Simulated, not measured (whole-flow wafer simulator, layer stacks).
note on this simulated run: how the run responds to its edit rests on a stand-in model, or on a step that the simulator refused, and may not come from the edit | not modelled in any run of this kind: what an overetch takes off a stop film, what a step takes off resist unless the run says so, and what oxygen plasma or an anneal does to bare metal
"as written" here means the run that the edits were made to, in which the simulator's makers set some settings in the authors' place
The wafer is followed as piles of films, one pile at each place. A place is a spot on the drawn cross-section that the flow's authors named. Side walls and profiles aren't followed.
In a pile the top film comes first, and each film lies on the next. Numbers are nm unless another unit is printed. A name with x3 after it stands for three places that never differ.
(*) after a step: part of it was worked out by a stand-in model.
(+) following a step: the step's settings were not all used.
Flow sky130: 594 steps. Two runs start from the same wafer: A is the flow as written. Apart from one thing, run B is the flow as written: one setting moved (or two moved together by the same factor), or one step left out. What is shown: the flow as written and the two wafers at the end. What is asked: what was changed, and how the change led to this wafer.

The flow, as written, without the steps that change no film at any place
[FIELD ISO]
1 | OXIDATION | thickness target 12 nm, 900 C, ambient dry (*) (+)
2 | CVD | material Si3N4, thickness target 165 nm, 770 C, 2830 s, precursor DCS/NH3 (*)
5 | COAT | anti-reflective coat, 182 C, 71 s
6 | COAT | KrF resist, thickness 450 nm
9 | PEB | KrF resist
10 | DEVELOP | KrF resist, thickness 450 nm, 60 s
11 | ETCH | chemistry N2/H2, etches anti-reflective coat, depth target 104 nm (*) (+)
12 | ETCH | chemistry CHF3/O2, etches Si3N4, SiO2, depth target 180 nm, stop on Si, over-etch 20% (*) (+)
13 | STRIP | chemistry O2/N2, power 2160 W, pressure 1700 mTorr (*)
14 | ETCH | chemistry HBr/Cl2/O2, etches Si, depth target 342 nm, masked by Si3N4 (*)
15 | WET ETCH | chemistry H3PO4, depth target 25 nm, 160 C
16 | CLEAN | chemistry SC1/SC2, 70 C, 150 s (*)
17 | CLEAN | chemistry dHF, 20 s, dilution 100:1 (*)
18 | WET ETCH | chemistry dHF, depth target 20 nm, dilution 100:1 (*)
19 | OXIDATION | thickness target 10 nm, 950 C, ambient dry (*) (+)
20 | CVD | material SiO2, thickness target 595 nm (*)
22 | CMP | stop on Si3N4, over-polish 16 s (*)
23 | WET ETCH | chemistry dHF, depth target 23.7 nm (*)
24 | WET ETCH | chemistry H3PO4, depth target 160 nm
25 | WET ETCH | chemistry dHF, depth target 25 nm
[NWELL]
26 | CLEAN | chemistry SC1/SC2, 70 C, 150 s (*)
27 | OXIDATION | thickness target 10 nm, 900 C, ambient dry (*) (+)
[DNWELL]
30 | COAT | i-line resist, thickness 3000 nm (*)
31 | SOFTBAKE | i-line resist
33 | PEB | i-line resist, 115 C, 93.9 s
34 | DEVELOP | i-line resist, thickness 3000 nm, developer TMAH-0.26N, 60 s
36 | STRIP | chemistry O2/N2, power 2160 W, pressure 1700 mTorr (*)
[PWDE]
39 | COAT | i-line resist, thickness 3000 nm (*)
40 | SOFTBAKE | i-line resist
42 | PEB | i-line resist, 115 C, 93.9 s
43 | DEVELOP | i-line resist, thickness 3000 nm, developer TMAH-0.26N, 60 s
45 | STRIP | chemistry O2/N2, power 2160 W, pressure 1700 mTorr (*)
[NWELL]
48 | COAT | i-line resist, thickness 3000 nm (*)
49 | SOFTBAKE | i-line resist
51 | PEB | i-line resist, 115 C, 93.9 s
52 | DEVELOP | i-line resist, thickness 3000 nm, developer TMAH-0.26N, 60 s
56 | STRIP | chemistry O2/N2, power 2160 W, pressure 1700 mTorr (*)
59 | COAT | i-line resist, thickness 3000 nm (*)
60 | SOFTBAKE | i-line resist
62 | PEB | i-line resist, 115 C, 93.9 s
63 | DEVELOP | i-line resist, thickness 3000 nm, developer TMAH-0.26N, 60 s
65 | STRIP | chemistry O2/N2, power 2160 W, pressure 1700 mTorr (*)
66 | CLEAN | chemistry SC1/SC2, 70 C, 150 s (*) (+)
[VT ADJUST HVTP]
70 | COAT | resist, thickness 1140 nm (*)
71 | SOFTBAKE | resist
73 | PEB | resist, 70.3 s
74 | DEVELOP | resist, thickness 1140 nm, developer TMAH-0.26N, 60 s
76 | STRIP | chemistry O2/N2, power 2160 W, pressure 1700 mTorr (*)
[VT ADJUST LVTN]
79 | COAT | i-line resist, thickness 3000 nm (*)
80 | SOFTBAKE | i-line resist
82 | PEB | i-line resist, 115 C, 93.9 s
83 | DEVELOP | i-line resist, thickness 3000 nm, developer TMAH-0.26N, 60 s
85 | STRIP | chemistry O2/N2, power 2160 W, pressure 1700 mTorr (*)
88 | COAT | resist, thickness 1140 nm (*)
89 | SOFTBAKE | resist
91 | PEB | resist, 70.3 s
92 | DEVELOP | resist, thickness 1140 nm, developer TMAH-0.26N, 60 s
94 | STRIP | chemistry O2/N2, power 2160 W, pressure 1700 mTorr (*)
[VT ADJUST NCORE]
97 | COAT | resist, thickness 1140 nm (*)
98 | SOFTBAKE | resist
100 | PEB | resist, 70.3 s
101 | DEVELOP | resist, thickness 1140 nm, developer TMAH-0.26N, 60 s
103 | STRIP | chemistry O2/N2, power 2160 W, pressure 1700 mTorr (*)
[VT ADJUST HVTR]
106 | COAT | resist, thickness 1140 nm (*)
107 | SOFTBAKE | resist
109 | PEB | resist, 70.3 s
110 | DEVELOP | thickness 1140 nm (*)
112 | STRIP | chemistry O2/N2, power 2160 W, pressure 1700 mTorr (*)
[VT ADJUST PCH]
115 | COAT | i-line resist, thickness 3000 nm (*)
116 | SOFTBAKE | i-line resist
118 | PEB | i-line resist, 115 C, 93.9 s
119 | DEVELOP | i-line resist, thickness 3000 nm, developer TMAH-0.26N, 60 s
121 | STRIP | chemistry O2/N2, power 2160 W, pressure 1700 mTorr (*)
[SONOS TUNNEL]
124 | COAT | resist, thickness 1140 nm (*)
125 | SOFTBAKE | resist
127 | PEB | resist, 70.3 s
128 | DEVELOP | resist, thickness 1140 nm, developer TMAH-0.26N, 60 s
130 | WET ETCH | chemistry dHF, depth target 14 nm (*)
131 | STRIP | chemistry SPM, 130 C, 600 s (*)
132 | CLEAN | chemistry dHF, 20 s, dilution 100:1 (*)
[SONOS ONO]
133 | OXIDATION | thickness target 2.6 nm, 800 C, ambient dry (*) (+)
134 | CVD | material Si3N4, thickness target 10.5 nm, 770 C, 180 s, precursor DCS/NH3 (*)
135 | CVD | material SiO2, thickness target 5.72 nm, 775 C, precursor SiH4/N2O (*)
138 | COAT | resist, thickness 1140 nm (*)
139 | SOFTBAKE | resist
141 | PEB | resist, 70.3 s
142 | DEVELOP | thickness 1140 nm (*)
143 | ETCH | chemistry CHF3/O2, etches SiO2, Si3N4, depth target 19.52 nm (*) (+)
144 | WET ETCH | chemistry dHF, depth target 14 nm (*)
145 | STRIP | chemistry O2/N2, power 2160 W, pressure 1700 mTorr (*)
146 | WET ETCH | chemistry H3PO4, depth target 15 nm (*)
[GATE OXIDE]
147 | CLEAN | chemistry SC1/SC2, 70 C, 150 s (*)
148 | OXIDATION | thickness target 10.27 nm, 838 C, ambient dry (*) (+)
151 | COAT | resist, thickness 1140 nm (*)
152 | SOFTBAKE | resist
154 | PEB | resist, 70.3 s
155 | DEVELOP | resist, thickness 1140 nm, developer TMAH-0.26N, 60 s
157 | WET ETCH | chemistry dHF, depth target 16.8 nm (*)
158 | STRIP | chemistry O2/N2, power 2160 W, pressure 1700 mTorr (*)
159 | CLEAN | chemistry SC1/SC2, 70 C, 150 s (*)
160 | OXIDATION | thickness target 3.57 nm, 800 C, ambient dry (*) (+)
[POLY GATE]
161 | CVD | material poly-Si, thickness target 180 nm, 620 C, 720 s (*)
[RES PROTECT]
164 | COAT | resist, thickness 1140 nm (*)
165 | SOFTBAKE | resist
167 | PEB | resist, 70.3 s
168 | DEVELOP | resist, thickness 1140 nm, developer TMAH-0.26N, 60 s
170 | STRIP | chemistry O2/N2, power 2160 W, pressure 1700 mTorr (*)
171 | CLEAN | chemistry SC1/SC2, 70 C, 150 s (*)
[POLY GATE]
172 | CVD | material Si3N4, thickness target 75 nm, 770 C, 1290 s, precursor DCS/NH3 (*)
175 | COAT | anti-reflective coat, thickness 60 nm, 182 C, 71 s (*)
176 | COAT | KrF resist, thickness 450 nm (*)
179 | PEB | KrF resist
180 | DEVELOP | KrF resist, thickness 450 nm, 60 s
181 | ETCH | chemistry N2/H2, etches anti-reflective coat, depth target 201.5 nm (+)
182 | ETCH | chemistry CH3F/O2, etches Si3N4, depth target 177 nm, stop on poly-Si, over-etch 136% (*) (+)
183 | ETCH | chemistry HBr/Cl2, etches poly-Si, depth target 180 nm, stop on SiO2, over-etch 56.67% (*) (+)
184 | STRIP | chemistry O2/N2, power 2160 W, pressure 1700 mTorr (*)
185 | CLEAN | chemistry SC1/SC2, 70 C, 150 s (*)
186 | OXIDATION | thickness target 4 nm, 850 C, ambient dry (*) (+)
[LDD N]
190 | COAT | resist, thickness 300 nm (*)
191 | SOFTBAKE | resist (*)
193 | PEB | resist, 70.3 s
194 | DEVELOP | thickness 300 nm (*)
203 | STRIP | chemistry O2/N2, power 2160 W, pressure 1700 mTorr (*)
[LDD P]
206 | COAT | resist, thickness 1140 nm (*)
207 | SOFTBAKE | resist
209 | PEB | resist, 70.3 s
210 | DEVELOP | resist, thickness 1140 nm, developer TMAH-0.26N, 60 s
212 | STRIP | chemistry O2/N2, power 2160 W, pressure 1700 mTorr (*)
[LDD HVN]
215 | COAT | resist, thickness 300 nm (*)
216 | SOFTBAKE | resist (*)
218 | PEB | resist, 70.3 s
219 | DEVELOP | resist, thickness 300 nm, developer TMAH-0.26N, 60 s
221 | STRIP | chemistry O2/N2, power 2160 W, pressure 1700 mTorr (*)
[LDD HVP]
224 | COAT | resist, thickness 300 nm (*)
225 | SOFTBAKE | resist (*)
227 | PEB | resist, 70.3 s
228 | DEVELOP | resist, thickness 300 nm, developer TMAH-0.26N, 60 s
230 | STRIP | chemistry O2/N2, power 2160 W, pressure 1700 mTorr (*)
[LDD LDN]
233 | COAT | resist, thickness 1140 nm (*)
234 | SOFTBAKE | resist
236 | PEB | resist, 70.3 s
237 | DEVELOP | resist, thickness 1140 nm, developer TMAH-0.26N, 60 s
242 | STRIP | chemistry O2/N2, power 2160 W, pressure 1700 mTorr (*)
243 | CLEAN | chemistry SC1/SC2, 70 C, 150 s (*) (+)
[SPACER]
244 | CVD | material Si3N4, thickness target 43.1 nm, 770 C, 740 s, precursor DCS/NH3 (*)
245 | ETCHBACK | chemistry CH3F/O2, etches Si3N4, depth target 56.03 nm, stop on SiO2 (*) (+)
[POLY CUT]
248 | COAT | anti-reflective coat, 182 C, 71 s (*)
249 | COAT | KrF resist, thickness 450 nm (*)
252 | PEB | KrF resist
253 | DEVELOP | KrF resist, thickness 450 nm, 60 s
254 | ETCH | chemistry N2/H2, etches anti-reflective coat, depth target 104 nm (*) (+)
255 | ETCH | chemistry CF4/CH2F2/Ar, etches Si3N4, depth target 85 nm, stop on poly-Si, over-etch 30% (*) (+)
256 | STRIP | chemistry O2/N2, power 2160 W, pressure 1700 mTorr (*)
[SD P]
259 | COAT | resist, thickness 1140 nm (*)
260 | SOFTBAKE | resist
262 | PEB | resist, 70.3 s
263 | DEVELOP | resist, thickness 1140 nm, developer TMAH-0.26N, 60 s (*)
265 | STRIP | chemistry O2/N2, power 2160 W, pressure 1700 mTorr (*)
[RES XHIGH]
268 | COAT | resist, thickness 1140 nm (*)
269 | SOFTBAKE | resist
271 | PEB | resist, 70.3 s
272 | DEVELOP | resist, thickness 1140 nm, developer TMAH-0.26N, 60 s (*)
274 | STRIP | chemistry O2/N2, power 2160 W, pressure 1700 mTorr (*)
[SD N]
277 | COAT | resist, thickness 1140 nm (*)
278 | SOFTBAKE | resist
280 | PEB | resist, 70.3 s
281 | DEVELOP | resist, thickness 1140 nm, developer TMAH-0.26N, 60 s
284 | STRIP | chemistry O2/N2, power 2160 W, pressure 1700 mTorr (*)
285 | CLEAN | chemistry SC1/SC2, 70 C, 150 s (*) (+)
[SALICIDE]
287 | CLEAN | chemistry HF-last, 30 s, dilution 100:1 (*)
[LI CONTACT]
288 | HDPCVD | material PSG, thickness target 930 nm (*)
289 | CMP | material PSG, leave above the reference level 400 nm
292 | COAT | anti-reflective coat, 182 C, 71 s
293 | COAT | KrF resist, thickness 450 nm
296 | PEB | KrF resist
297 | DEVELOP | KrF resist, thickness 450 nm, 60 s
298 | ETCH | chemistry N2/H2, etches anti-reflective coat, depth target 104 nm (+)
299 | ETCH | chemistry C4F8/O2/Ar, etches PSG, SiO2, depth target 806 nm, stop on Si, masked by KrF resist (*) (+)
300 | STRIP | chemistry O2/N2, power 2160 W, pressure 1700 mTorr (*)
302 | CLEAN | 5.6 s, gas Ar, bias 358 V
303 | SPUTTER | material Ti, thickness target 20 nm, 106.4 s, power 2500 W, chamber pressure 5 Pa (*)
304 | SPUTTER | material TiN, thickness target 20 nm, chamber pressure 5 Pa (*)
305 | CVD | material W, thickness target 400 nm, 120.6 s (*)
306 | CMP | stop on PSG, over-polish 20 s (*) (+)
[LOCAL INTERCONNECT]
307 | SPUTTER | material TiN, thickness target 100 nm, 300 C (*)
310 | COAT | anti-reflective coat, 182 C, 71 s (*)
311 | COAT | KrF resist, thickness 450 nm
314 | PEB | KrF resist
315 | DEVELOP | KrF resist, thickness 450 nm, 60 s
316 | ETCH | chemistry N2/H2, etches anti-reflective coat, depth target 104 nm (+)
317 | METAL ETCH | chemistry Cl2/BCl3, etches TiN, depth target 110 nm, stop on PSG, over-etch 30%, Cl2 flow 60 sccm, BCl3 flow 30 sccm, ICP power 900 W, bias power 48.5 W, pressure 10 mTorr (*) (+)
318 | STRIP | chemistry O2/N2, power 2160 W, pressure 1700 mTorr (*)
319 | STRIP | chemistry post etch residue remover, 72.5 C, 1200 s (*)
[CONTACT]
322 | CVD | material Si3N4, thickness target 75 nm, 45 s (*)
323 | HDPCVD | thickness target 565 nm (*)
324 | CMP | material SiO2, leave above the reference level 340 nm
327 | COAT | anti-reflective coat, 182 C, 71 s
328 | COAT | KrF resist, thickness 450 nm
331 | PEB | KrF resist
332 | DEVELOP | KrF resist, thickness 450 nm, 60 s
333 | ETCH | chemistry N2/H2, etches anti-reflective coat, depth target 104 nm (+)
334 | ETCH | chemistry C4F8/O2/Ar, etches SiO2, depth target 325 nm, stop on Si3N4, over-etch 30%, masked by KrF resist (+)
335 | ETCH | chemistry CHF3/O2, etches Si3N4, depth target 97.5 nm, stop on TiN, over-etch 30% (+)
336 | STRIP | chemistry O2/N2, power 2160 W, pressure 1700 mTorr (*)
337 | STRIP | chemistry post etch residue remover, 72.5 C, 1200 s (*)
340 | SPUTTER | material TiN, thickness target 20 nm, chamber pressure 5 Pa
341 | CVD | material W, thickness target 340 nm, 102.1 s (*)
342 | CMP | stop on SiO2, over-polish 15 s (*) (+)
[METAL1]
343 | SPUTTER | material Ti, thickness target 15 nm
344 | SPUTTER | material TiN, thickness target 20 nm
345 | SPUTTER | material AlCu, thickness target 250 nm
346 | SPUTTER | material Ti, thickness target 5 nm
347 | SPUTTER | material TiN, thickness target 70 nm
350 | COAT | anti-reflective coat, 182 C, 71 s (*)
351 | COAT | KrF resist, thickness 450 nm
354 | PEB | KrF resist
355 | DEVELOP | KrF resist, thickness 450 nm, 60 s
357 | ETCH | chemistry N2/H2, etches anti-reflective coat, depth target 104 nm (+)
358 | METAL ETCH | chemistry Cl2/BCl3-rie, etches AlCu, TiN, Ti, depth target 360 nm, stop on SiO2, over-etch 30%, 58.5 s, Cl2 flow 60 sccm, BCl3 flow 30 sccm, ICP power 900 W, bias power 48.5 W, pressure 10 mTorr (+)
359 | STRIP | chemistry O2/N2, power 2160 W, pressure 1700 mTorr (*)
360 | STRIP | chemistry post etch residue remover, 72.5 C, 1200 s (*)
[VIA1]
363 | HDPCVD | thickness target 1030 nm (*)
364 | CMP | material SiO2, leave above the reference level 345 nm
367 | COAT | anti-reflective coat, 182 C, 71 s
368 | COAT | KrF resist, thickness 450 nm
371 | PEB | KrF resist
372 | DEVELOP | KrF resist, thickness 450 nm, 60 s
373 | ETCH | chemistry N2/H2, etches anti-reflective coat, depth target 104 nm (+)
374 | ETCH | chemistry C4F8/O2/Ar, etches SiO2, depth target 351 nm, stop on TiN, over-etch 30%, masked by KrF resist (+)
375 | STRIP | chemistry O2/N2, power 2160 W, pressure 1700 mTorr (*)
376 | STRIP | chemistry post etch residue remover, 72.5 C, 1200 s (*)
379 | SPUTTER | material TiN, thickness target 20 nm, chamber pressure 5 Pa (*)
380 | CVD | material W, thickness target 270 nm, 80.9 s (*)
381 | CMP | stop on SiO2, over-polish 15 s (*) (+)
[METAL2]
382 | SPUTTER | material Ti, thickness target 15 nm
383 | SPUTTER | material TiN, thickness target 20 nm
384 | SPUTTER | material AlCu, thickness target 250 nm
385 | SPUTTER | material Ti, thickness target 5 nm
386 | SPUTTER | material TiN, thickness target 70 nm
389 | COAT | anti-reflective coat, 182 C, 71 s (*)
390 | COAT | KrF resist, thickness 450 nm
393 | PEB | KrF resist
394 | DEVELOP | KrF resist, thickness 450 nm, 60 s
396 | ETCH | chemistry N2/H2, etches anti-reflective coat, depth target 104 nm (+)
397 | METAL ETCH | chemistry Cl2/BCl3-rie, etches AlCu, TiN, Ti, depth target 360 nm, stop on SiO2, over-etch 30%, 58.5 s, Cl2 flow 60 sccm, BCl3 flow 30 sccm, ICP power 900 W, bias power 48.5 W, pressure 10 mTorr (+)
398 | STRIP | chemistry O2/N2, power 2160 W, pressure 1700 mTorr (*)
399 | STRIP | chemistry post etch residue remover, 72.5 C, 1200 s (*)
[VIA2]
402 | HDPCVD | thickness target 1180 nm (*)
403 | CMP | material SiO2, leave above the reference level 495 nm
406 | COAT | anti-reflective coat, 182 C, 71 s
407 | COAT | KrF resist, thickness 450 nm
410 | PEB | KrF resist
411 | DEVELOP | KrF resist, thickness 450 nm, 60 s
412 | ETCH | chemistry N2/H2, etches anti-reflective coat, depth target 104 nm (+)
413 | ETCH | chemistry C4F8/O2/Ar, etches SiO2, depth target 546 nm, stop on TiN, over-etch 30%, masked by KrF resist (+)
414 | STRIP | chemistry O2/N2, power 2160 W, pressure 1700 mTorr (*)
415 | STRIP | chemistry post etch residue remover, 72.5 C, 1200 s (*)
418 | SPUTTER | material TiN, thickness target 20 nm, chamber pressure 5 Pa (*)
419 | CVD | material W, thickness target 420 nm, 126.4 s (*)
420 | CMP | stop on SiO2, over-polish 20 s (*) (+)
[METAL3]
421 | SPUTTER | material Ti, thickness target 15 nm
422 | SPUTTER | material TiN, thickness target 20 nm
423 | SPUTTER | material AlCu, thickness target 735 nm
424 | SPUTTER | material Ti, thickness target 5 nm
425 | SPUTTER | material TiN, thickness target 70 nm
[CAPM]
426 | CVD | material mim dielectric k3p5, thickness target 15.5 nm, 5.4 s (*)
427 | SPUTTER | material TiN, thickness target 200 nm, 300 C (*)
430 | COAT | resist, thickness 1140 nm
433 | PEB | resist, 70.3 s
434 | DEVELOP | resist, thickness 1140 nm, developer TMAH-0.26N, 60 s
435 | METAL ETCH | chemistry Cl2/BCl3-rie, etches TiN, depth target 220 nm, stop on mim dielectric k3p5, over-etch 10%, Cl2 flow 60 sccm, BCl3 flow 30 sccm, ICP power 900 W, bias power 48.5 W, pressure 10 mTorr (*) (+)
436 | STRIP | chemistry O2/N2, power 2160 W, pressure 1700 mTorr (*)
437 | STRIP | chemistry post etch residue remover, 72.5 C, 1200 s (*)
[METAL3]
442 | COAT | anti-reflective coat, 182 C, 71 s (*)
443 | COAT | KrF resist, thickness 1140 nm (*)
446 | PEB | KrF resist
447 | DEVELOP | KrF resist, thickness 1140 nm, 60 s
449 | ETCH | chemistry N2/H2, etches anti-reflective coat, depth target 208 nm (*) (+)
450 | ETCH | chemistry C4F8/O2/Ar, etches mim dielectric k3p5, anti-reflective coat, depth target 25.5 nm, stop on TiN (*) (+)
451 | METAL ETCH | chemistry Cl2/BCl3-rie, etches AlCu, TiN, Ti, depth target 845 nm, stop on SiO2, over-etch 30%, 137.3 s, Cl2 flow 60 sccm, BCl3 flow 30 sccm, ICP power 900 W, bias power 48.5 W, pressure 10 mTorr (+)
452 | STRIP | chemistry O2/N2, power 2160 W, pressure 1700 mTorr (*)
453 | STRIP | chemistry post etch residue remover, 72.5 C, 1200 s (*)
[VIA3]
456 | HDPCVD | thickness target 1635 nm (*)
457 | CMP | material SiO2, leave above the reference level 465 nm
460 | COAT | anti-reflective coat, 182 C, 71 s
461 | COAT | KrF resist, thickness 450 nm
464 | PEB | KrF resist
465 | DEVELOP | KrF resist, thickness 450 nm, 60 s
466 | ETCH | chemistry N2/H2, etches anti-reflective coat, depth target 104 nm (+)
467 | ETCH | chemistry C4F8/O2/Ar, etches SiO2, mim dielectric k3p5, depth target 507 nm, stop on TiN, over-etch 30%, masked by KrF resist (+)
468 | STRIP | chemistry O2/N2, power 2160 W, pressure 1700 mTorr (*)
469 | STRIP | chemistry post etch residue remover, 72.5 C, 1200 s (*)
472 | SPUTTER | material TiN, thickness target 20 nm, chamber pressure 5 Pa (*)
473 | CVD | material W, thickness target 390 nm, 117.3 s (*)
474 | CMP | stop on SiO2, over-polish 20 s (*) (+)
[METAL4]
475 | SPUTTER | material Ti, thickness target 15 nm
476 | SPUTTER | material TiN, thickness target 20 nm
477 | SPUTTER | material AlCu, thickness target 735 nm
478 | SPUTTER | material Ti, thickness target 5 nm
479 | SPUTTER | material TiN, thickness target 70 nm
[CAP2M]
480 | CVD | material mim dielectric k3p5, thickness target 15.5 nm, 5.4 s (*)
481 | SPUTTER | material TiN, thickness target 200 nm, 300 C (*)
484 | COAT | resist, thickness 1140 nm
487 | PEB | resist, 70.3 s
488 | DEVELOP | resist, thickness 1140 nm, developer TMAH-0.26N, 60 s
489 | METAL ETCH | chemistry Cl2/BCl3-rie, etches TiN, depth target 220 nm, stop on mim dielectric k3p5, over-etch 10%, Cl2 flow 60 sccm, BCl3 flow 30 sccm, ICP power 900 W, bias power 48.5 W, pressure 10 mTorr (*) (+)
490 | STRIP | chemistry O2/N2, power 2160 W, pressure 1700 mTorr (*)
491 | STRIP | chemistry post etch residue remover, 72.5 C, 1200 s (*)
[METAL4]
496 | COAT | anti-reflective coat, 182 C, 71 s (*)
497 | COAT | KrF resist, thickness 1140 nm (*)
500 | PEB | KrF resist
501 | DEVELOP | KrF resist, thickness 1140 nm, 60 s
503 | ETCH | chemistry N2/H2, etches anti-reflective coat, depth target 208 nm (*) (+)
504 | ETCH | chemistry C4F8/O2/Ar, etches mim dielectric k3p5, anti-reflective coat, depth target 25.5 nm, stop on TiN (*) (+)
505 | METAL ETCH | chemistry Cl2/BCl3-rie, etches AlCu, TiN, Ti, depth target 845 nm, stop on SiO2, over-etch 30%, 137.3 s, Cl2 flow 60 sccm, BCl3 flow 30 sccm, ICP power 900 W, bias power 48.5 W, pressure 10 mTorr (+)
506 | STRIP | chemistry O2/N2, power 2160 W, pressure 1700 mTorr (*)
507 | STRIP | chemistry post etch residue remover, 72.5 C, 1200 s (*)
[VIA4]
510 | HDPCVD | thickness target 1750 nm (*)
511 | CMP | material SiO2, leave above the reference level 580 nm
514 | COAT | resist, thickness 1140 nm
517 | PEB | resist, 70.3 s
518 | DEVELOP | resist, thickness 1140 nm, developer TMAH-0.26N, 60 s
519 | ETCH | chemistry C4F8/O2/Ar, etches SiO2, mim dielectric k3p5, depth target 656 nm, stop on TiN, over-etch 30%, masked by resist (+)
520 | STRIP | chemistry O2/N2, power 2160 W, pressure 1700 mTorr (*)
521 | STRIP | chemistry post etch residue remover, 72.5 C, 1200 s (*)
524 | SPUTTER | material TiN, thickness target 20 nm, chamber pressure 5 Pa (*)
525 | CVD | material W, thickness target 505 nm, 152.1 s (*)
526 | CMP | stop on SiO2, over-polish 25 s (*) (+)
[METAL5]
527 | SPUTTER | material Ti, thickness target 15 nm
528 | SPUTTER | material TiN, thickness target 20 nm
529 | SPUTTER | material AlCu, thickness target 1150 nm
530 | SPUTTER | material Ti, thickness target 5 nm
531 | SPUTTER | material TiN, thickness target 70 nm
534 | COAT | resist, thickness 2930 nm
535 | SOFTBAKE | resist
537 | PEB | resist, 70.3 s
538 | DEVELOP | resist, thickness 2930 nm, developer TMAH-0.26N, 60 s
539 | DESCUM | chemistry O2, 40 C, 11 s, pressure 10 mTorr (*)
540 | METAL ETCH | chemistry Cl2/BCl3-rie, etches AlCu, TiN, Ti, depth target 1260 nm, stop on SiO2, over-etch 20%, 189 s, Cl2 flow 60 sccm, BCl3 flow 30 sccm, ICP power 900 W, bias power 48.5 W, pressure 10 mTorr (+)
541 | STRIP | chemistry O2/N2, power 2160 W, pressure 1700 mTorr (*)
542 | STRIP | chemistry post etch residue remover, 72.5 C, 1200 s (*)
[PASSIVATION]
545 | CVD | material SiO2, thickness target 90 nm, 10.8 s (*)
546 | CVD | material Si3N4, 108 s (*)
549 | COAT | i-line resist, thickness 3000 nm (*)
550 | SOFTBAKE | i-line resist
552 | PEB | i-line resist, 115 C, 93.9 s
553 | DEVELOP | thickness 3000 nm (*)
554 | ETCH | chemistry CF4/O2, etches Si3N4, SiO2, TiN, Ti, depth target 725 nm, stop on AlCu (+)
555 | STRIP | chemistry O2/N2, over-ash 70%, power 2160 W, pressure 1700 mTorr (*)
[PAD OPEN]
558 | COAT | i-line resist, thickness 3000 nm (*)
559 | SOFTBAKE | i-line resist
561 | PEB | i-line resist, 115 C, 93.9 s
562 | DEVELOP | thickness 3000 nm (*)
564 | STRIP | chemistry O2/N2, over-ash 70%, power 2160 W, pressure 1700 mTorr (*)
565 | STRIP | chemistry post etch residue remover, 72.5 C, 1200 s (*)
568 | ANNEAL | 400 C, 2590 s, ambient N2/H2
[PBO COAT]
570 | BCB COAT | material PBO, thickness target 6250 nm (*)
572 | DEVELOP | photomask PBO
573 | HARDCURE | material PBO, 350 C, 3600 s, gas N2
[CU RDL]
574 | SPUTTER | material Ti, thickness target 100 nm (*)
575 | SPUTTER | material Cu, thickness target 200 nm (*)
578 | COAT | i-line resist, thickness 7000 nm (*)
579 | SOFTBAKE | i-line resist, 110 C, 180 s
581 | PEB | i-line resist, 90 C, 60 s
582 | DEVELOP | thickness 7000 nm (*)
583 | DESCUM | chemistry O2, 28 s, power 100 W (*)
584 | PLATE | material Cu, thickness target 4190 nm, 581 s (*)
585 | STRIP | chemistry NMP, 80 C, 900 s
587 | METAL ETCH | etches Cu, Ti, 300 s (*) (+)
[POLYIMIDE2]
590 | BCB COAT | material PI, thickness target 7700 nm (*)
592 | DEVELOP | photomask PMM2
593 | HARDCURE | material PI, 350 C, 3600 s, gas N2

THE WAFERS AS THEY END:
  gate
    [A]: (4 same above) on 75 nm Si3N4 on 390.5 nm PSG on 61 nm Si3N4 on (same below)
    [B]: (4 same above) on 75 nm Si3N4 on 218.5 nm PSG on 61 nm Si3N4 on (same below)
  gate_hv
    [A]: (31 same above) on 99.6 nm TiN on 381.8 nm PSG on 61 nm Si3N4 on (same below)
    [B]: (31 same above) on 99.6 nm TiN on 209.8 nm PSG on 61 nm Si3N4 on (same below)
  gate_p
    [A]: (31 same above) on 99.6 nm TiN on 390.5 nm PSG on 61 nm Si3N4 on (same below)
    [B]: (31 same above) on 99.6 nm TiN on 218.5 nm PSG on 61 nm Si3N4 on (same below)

Cause: step 289, CMP: leave above the reference level 228 nm was run, whereas the flow has leave above the reference level 400 nm.

Step by step, how the change led to this:
  289 | CMP | material PSG, leave above the reference level 400 nm
      gate, spacer, gate_p and 34 more: A PSG loses 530 | B PSG loses 702
      mim, vpp_sp, vpp_ln and 30 more: A PSG loses 333.9 | B PSG loses 505.9
      (as well as at 122 more places)
  299 | ETCH | chemistry C4F8/O2/Ar, etches PSG, SiO2, depth target 806 nm, stop on Si, masked by KrF resist (*) (+)
      field, active, n_well and 184 more: A KrF resist loses 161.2 | B KrF resist loses 141.8
      contact, ndiff_licon, ndiff_licon_cpp: A PSG loses 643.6 (all of it), SiO2 loses 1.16 (all of it) | B PSG loses 471.6 (all of it), SiO2 loses 1.16 (all of it)
      (as well as at 2 more places)
  300 | STRIP | chemistry O2/N2, power 2160 W, pressure 1700 mTorr (*)
      field, active, n_well and 184 more: A KrF resist loses 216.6 (all of it), anti-reflective coat loses 80 (all of it) | B KrF resist loses 236 (all of it), anti-reflective coat loses 80 (all of it)
  303 | SPUTTER | material Ti, thickness target 20 nm, 106.4 s, power 2500 W, chamber pressure 5 Pa (*)
      ndiff_licon: A Ti gains 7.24 (new film) | B Ti gains 9.5 (new film)
      ndiff_licon_cpp: A Ti gains 6.53 (new film) | B Ti gains 8.55 (new film)
      (as well as at 1 more place)
  304 | SPUTTER | material TiN, thickness target 20 nm, chamber pressure 5 Pa (*)
      ndiff_licon: A TiN gains 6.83 (new film) | B TiN gains 9.07 (new film)
      ndiff_licon_cpp: A TiN gains 6.17 (new film) | B TiN gains 8.18 (new film)
      (as well as at 1 more place)
  305 | CVD | material W, thickness target 400 nm, 120.6 s (*)
      ndiff_licon: A W gains 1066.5 (new film) | B W gains 890 (new film)
      ndiff_licon_cpp: A W gains 1067.9 (new film) | B W gains 891.9 (new film)
      (as well as at 1 more place)
  306 | CMP | stop on PSG, over-polish 20 s (*) (+)
      poly_licon: A W loses 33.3 | B W loses 205.3
